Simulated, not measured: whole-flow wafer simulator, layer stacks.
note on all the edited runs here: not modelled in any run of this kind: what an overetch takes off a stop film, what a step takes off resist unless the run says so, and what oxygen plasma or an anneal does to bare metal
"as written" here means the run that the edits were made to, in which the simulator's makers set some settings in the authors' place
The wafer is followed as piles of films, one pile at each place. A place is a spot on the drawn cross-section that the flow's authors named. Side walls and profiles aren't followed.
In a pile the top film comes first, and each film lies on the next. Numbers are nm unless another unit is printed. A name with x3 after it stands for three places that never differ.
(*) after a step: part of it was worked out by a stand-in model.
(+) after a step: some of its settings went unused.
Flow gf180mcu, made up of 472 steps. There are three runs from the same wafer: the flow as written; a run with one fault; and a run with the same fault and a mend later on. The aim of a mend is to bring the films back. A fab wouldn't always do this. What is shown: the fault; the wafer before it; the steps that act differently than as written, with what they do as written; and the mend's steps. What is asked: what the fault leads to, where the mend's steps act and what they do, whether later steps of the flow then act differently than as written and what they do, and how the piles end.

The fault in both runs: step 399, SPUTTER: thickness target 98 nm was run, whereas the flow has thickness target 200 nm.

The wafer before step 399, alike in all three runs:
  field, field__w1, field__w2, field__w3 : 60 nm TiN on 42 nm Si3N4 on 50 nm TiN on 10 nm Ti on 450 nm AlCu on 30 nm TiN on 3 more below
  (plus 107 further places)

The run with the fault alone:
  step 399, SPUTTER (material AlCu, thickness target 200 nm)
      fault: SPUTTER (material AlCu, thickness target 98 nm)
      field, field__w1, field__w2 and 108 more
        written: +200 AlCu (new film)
        fault: +98 AlCu (new film)
  Steps further on in the flow that do not act as written (3 more steps, not shown, differ only slightly: by at most 2% or 0.5 nm, whichever is larger):
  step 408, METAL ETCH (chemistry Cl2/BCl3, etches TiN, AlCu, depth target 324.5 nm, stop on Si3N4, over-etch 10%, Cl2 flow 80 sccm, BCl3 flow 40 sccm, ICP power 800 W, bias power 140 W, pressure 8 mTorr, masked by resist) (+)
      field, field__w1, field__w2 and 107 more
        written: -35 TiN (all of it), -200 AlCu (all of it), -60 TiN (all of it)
        fault: -35 TiN (all of it), -98 AlCu (all of it), -60 TiN (all of it)
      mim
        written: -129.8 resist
        fault: -84.9 resist
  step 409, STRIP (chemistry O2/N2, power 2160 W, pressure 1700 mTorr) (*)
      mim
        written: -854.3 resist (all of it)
        fault: -899.2 resist (all of it)
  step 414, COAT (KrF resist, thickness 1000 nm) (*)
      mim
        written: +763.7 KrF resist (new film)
        fault: +842.8 KrF resist (new film)
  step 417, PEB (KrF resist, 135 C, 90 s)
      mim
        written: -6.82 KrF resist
        fault: -8.07 KrF resist
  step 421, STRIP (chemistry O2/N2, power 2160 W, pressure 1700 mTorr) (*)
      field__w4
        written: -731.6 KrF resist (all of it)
        fault: -715.2 KrF resist (all of it)
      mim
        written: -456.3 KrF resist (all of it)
        fault: -534.2 KrF resist (all of it)
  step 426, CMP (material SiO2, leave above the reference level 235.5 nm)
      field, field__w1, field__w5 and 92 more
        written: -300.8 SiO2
        fault: -402.8 SiO2
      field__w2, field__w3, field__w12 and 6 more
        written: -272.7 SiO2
        fault: -374.7 SiO2
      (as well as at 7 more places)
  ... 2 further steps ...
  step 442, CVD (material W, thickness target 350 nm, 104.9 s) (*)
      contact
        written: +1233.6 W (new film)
        fault: +1130.8 W (new film)
  At field__w4, field__w8, contact, m1, m1__w1, mim, mim_1p0, m1_nw, the piles at the end differ from the flow's by more than 2% or 0.5 nm, whichever is larger.
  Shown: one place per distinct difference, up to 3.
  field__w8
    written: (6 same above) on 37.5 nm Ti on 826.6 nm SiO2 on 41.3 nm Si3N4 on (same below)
    fault: (6 same above) on 37.5 nm Ti on 724.6 nm SiO2 on 41.3 nm Si3N4 on (same below)
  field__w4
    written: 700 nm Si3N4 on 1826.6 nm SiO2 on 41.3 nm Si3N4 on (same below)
    fault: 700 nm Si3N4 on 1724.6 nm SiO2 on 41.3 nm Si3N4 on (same below)
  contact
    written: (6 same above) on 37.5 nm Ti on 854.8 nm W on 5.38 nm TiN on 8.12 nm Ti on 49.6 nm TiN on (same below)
    fault: (6 same above) on 37.5 nm Ti on 752 nm W on 5.71 nm TiN on 8.61 nm Ti on 49.6 nm TiN on (same below)

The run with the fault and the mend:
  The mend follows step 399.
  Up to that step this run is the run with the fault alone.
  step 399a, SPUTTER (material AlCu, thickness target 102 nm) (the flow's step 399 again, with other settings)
      field, field__w1, field__w2 and 108 more
        +102 AlCu
  Later steps of the flow that are run all act as written at every place that is followed.
  The piles end the same as the flow's at every place that both follow.
